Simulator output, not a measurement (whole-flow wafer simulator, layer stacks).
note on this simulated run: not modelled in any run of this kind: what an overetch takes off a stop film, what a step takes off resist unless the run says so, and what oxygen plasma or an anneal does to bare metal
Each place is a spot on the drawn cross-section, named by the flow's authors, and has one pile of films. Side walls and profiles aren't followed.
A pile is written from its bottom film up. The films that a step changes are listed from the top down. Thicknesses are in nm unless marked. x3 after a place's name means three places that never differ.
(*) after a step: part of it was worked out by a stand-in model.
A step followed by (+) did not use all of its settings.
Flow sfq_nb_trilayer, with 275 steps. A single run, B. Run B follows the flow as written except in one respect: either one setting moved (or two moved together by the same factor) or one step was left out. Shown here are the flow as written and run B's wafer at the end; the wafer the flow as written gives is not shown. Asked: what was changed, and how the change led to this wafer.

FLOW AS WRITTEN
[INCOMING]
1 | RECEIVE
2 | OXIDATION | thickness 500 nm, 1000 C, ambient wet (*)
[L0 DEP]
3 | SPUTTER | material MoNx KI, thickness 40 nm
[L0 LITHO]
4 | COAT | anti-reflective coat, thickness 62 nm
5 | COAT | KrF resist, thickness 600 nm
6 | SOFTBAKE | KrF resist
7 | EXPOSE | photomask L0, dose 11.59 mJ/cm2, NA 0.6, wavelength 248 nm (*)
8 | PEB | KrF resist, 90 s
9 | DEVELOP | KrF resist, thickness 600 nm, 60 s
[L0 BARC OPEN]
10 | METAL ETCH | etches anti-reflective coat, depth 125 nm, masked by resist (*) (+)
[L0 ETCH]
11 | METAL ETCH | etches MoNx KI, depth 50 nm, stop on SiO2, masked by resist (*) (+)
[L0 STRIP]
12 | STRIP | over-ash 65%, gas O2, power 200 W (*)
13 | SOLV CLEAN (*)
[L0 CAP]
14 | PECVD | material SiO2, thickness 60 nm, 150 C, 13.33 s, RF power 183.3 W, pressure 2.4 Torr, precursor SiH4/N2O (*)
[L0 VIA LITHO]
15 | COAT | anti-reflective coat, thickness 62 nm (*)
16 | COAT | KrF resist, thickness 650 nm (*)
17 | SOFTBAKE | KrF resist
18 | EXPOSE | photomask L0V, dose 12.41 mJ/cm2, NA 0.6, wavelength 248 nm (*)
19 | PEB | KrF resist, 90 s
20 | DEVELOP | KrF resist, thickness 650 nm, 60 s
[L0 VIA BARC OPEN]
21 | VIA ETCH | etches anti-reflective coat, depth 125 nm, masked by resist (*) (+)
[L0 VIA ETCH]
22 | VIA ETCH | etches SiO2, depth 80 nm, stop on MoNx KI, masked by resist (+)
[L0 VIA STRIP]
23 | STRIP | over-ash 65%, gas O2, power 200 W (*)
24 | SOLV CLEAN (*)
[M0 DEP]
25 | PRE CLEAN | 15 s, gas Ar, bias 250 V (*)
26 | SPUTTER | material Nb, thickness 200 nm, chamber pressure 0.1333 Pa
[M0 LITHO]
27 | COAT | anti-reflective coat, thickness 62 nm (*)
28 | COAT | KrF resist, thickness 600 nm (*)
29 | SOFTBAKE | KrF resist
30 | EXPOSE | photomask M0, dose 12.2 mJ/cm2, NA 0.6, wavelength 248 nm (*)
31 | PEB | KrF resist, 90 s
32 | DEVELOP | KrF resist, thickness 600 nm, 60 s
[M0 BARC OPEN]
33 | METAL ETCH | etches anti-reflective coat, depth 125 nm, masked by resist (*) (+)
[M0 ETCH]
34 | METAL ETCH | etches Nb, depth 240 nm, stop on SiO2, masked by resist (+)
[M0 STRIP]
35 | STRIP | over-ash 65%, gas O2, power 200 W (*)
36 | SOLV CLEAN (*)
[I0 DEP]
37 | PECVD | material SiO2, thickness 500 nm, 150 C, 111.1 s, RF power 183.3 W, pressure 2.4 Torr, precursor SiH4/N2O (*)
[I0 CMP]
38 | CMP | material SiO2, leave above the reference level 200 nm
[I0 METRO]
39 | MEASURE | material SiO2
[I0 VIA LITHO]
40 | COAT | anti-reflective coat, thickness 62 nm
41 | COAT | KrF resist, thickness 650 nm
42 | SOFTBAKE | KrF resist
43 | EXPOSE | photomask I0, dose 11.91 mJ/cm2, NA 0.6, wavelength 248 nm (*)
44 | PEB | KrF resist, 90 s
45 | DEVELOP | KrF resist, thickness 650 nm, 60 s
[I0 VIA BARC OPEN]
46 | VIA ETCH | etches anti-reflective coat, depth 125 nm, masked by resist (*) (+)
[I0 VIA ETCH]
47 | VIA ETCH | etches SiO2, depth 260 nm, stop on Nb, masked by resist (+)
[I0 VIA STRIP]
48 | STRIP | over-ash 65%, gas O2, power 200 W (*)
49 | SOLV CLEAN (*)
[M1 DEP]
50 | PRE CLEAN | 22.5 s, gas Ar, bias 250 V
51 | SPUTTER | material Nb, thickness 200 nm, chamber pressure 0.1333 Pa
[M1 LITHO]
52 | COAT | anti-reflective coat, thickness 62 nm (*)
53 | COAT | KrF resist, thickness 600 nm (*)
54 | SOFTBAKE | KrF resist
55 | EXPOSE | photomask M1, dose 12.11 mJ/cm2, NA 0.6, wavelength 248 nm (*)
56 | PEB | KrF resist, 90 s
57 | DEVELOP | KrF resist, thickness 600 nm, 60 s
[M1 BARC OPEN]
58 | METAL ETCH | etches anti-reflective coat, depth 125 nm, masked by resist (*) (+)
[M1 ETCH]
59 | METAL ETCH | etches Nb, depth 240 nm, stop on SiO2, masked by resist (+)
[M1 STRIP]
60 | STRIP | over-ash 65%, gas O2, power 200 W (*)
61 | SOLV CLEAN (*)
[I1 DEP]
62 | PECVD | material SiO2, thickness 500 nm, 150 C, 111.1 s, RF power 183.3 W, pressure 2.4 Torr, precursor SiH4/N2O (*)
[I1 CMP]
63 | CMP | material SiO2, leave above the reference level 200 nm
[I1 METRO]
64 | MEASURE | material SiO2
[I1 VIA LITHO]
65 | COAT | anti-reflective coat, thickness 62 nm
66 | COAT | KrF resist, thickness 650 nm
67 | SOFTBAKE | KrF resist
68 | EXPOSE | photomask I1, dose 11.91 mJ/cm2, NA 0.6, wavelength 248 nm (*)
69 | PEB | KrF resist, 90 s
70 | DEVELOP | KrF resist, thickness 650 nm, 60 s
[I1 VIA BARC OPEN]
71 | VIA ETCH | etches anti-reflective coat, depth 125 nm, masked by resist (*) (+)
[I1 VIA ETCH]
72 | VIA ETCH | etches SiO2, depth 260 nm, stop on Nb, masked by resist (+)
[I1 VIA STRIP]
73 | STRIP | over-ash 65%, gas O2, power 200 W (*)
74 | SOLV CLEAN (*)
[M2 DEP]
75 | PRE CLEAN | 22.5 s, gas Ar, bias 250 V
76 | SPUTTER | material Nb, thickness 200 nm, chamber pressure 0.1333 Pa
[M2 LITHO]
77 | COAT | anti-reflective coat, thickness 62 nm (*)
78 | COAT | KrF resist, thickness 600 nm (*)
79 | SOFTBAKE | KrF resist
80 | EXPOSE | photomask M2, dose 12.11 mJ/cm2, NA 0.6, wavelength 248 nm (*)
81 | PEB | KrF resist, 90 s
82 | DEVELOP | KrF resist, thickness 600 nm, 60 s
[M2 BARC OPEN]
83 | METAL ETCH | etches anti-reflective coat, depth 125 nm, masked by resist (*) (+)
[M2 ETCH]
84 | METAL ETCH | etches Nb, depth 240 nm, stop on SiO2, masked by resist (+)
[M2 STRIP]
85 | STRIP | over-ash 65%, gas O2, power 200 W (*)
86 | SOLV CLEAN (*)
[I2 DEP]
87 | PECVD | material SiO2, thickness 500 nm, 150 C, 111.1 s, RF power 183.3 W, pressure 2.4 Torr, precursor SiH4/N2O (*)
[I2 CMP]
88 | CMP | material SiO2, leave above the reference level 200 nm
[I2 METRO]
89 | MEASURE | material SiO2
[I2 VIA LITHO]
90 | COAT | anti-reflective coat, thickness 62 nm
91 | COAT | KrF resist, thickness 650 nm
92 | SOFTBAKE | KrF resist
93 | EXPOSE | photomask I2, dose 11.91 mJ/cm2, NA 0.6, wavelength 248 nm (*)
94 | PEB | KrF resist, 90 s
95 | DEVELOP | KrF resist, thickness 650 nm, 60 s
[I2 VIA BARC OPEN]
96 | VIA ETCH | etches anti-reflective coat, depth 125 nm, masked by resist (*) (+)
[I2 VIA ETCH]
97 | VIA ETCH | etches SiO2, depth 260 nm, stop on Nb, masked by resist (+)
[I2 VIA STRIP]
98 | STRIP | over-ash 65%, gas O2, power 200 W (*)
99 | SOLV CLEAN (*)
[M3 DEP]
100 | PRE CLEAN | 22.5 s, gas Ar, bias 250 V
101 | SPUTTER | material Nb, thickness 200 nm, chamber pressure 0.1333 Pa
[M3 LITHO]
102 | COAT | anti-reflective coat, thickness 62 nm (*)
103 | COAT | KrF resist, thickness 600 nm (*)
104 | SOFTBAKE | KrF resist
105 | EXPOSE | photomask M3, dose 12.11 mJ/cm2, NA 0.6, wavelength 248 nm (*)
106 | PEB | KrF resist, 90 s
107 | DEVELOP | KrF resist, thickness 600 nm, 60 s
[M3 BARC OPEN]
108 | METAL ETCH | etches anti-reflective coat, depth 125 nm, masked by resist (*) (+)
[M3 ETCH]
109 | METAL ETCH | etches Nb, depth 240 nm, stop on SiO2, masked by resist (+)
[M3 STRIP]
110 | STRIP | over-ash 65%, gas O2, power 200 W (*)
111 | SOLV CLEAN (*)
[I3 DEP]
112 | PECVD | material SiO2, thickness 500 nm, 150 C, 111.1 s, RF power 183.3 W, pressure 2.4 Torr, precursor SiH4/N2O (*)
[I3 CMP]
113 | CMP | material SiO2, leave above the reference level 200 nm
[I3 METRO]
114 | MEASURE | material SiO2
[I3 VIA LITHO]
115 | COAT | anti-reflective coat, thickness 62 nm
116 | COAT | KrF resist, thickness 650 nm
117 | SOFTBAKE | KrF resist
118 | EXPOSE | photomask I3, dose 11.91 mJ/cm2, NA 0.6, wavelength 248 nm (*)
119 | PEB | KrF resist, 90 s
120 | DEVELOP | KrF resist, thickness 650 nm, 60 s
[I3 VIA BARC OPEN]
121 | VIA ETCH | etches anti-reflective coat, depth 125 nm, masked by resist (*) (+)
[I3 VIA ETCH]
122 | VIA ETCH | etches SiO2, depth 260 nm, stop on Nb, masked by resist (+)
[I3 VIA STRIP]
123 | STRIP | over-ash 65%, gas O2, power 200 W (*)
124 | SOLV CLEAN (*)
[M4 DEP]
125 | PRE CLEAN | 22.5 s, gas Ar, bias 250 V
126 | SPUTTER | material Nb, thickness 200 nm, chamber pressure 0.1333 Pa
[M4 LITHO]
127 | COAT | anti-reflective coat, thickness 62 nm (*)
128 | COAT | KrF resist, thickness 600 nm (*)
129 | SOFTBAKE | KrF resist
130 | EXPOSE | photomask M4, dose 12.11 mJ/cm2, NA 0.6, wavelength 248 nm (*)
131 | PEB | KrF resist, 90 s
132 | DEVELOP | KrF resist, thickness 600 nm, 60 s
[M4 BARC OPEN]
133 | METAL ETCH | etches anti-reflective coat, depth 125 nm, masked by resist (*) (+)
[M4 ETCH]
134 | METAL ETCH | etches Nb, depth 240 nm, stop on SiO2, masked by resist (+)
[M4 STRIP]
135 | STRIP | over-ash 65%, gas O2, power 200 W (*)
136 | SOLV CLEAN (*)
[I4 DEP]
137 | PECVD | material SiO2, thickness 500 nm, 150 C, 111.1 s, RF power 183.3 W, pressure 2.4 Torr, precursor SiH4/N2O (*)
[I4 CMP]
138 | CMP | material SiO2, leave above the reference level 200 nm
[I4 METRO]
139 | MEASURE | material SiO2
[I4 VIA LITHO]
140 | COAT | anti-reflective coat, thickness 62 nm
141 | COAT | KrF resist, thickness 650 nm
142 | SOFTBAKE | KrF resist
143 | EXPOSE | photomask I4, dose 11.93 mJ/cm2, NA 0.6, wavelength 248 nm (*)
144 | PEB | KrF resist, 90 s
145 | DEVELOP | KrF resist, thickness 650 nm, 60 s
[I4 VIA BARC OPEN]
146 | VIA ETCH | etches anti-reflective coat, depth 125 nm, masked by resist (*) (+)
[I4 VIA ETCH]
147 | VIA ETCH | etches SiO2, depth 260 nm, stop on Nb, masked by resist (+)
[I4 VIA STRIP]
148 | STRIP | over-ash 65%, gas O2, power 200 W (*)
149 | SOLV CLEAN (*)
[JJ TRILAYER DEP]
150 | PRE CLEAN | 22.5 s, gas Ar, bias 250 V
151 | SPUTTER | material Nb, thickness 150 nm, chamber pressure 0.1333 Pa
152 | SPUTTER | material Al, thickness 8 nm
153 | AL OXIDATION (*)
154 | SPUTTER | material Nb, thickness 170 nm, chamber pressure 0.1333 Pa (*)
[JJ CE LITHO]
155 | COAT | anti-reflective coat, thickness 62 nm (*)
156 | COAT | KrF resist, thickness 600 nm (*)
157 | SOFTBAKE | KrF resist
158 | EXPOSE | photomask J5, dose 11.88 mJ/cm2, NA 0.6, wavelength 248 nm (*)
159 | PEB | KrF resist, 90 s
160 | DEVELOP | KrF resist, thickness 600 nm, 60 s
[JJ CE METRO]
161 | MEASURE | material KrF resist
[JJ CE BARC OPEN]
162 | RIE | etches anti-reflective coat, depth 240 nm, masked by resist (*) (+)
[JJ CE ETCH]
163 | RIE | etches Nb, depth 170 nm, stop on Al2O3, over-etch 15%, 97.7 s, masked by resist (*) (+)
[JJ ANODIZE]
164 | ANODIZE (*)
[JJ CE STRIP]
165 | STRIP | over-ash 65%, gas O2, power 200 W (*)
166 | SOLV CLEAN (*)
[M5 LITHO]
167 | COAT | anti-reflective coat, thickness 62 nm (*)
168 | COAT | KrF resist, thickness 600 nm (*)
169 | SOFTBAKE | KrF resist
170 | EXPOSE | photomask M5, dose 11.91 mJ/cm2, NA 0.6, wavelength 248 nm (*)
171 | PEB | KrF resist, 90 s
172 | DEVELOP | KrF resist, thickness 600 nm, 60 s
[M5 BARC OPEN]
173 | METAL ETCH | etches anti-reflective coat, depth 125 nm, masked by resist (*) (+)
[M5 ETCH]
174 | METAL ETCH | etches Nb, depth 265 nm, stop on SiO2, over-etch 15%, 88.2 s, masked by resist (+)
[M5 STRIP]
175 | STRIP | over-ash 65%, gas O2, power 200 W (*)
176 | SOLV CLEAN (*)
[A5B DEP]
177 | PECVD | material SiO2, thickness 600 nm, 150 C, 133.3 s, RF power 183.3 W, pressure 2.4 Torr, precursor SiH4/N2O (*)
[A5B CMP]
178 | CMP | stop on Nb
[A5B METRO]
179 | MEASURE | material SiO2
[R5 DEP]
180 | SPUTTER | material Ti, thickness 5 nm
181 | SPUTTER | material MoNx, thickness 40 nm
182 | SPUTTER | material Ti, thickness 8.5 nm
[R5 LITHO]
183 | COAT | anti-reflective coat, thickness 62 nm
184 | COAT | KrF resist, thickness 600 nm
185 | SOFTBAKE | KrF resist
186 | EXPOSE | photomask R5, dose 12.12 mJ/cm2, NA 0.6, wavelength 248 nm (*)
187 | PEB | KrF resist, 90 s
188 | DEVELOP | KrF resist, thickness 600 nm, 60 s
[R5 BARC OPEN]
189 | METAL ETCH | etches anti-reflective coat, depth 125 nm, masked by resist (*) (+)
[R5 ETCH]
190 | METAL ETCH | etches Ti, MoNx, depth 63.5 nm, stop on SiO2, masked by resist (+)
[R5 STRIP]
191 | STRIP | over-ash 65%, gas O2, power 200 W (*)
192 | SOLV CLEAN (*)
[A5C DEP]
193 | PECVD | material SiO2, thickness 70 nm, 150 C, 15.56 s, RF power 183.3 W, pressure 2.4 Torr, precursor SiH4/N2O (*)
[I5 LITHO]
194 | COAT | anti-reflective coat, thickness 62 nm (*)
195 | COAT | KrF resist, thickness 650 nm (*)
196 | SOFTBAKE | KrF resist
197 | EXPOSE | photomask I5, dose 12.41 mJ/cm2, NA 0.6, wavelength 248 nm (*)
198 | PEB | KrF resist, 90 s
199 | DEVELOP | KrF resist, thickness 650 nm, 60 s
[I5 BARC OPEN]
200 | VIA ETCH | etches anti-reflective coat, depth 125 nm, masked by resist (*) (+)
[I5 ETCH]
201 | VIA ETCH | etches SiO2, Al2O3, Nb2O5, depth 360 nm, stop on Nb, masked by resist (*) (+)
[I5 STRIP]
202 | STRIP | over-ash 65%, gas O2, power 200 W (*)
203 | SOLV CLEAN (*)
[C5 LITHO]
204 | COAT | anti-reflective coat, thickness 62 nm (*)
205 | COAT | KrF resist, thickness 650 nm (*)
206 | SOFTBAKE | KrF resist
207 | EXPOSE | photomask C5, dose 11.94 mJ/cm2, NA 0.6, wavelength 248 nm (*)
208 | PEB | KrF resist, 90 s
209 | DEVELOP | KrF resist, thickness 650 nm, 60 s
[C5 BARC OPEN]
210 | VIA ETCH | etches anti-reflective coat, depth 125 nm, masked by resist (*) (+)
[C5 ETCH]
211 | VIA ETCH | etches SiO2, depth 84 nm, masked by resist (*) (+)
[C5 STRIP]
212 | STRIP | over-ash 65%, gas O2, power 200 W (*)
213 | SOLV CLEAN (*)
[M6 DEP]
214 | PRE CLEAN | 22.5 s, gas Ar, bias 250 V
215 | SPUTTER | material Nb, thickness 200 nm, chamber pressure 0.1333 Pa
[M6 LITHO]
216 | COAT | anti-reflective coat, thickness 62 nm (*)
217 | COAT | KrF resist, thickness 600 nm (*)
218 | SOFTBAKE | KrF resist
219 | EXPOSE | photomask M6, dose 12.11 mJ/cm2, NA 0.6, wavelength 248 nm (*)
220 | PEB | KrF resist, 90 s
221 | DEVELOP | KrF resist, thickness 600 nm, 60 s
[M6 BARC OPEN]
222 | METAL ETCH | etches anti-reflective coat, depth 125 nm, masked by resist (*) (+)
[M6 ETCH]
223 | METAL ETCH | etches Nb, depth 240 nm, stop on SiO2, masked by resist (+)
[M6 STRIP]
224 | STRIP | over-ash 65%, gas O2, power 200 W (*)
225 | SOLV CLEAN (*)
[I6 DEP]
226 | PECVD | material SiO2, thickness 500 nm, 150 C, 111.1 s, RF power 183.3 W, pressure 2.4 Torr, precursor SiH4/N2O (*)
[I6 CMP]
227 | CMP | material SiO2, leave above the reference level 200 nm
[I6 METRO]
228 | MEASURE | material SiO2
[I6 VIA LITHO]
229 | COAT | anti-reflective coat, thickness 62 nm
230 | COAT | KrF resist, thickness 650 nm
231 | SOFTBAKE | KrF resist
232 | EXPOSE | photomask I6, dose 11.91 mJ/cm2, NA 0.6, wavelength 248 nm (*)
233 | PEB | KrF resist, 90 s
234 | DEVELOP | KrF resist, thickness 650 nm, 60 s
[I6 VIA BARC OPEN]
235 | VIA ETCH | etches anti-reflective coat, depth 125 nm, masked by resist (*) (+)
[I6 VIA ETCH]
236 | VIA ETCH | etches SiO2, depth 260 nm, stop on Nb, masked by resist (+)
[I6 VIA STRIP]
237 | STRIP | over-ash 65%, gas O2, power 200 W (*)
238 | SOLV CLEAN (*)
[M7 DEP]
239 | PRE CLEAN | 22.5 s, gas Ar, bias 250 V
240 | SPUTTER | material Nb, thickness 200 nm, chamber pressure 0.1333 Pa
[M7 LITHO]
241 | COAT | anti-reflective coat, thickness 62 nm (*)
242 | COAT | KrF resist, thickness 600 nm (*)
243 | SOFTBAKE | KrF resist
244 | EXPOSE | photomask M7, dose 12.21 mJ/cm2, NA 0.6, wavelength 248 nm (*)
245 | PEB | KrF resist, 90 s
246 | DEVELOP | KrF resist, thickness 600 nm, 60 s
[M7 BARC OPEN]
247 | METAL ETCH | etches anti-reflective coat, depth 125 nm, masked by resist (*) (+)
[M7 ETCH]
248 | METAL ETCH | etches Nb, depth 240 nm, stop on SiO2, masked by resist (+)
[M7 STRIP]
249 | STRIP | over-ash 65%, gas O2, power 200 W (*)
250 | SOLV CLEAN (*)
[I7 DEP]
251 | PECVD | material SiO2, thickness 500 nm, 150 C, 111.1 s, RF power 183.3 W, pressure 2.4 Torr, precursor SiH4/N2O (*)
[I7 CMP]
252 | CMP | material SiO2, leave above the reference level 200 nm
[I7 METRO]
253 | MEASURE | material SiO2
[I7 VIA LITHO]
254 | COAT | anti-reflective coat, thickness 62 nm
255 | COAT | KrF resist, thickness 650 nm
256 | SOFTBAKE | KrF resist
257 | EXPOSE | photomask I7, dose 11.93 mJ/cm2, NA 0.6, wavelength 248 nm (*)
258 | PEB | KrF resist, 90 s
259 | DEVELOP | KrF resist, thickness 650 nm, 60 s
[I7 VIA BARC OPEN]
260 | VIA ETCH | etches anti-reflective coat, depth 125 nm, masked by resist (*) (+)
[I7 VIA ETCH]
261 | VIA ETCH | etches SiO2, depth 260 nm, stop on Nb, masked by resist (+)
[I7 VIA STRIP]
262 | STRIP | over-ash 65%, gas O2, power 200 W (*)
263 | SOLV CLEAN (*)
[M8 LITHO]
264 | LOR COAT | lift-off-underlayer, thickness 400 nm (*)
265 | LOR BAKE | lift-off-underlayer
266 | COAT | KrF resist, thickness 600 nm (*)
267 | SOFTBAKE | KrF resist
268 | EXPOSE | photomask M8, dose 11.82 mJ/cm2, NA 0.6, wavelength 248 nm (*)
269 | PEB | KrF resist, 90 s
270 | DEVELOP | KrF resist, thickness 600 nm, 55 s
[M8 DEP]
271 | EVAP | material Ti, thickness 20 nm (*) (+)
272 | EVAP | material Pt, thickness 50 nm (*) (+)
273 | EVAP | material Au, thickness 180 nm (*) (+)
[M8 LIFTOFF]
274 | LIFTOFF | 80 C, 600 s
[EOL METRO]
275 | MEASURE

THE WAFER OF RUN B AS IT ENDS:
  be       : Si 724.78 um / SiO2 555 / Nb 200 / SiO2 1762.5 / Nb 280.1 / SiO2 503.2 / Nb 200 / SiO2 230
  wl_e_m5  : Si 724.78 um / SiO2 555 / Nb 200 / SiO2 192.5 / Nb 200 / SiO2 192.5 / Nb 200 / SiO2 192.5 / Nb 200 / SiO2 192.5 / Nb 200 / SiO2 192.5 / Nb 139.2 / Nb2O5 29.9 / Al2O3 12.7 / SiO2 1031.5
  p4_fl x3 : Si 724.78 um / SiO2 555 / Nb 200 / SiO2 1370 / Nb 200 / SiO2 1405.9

The reason: step 252, CMP: leave above the reference level 230 nm was run, while the flow as written has leave above the reference level 200 nm.
The wafer itself shows it: be has SiO2 230, and step 252 as written asks for 200 nm.

How this came from the change, step by step:
  252 | CMP | material SiO2, leave above the reference level 200 nm
      field_l, p4_fl x3, p4_w1 x3 and 52 more: SiO2 loses 70 (as written it would have been: SiO2 loses 100)
      v_sur, via_wl, via_w and 37 more: SiO2 loses 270 (as written it would have been: SiO2 loses 300)
      (also at 7 further places)
  261 | VIA ETCH | etches SiO2, depth 260 nm, stop on Nb, masked by resist (+)
      via_wl, via_w, via_wr: SiO2 loses 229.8 (all of it) (as written it would have been: SiO2 loses 199.8 (all of it))
  264 | LOR COAT | lift-off-underlayer, thickness 400 nm (*)
      via_wl, via_wr: lift-off-underlayer gains 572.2 (new film) (as written it would have been: lift-off-underlayer gains 549.8 (new film))
      via_w: lift-off-underlayer gains 556.9 (new film) (as written it would have been: lift-off-underlayer gains 536.4 (new film))
  270 | DEVELOP | KrF resist, thickness 600 nm, 55 s
      via_wl: KrF resist loses 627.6 (all of it), lift-off-underlayer loses 572.2 (all of it) (as written it would have been: KrF resist loses 623.9 (all of it), lift-off-underlayer loses 549.8 (all of it))
      via_w: KrF resist loses 640.9 (all of it), lift-off-underlayer loses 556.9 (all of it) (as written it would have been: KrF resist loses 635.4 (all of it), lift-off-underlayer loses 536.4 (all of it))
      (also at 1 further place)
